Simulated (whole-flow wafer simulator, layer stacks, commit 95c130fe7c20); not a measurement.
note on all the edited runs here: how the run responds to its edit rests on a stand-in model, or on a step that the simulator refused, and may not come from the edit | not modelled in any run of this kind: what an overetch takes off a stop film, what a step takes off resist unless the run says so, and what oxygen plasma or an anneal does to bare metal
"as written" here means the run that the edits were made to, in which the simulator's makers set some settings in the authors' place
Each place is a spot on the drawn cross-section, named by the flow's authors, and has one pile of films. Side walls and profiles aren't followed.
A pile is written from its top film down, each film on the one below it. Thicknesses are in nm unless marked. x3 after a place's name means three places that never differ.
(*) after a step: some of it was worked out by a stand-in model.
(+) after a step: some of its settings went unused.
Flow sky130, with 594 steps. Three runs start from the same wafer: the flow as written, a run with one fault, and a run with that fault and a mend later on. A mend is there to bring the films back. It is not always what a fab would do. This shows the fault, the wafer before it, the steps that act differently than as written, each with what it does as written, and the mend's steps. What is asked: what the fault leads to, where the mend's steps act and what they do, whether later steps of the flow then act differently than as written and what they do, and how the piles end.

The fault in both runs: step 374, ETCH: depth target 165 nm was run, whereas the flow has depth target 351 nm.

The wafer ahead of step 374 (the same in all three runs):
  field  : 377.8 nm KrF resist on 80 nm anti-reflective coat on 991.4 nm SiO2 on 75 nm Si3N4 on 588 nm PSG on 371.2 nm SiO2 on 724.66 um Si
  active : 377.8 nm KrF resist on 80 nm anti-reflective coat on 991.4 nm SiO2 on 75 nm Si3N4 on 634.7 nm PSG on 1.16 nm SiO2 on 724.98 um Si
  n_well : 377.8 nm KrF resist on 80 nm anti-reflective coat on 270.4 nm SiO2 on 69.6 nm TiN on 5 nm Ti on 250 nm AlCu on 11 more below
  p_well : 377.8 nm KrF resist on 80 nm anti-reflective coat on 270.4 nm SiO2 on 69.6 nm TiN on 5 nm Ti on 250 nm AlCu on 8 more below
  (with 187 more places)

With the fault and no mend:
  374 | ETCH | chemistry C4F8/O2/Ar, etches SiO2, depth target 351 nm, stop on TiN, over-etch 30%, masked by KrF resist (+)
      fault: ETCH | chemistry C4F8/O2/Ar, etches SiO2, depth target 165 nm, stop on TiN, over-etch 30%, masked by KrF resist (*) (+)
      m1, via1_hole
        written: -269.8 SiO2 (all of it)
        fault: -165 SiO2
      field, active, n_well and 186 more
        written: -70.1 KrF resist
        fault: -33 KrF resist
  Steps further on in the flow that do not act as written (8 more steps, not shown, differ only slightly: by at most 2% or 0.5 nm, whichever is larger):
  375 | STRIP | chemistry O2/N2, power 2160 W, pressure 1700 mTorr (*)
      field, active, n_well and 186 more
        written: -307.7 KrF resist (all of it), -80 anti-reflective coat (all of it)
        fault: -344.8 KrF resist (all of it), -80 anti-reflective coat (all of it)
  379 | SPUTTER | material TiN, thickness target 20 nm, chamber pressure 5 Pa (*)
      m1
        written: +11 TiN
        fault: +13.1 TiN (new film)
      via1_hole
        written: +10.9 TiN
        fault: +13.1 TiN (new film)
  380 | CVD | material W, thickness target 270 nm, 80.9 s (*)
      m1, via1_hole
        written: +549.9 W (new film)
        fault: +442.5 W (new film)
  The piles end different from the flow's at m1, via1_hole by more than 2% or 0.5 nm, whichever is larger.
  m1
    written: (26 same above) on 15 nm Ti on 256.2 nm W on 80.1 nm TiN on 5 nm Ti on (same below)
    fault: (26 same above) on 15 nm Ti on 148.8 nm W on 13.1 nm TiN on 104.8 nm SiO2 on 69.6 nm TiN on 5 nm Ti on (same below)
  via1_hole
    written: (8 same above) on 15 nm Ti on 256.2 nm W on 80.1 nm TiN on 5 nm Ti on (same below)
    fault: (8 same above) on 15 nm Ti on 148.8 nm W on 13.1 nm TiN on 104.8 nm SiO2 on 69.6 nm TiN on 5 nm Ti on (same below)

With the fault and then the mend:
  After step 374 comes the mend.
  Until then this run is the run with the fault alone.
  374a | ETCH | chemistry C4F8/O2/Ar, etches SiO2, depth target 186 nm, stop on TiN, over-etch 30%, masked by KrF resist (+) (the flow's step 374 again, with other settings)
      field, active, n_well and 186 more
        -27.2 KrF resist
      m1, via1_hole
        -104.8 SiO2 (all of it)
  Steps further on in the flow that do not act as written:
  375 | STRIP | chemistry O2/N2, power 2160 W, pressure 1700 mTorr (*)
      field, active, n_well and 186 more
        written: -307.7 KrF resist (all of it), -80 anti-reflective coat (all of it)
        mend: -317.6 KrF resist (all of it), -80 anti-reflective coat (all of it)
  At every place that both follow, the piles at the end match the flow's.
